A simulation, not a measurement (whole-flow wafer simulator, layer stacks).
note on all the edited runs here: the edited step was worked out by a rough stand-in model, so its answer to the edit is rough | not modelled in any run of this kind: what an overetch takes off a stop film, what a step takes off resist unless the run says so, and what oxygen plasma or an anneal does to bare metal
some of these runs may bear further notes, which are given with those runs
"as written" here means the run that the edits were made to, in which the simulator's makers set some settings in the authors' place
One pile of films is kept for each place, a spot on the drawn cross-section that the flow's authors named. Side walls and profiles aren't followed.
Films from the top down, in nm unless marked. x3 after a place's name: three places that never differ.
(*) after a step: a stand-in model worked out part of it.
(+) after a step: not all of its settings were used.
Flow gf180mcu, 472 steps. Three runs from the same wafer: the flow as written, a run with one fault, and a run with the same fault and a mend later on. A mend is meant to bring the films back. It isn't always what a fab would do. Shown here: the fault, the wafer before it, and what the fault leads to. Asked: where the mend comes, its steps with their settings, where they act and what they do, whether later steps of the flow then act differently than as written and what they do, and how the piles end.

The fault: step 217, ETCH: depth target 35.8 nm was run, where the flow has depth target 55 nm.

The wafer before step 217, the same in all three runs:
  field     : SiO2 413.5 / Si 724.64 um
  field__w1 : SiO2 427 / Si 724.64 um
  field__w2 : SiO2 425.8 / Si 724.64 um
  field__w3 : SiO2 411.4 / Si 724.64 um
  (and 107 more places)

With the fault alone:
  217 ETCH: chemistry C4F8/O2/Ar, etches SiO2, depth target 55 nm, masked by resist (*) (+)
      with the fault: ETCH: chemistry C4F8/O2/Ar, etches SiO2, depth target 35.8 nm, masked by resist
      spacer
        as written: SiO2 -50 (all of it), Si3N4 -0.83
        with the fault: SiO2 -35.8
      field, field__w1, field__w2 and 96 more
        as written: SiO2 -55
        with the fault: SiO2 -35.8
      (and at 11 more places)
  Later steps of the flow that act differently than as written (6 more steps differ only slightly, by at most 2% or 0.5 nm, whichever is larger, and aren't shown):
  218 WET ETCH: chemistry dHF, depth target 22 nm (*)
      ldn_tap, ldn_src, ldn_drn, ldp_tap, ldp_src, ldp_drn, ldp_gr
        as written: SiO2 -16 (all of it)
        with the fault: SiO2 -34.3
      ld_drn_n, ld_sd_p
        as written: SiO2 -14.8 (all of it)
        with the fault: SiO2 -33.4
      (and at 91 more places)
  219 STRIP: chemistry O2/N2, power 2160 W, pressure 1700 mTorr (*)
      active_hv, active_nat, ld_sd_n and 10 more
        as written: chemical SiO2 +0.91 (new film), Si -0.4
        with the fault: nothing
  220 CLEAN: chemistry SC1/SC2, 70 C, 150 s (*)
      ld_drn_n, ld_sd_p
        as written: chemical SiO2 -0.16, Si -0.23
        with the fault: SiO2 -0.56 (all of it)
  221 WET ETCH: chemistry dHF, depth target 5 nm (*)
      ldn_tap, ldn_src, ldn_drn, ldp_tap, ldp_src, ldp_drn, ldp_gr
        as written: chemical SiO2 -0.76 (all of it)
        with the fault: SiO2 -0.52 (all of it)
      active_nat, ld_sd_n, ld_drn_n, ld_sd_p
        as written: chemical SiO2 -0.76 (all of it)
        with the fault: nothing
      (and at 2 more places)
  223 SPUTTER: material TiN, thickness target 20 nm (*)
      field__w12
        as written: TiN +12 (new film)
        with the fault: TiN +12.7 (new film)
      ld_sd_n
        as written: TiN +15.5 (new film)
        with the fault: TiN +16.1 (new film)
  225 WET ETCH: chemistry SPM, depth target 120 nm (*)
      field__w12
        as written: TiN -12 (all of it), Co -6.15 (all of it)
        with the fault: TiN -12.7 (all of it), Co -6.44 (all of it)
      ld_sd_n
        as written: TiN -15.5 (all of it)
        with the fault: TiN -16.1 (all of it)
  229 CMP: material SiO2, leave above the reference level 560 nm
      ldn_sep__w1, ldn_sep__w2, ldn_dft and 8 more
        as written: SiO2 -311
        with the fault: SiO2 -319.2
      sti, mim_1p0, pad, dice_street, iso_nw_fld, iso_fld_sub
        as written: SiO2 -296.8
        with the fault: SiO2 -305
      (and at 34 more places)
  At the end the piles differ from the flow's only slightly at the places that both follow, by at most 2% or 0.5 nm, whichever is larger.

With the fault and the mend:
  The mend comes after step 217.
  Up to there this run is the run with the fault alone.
  217a ETCH: chemistry C4F8/O2/Ar, etches SiO2, depth target 19.2 nm, masked by resist (*) (+) (the flow's step 217 once more, with other settings)
      field, field__w1, field__w2 and 96 more
        SiO2 -19.2
      field__w5, field__w9, field__w13 and 8 more
        resist -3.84
      spacer
        SiO2 -14.2 (all of it), Si3N4 -0.83
  No later step of the flow acts differently than as written, at any place that is followed, by more than 2% or 0.5 nm, whichever is larger.
  At the end the piles differ from the flow's only slightly at the places that both follow, by at most 2% or 0.5 nm, whichever is larger.
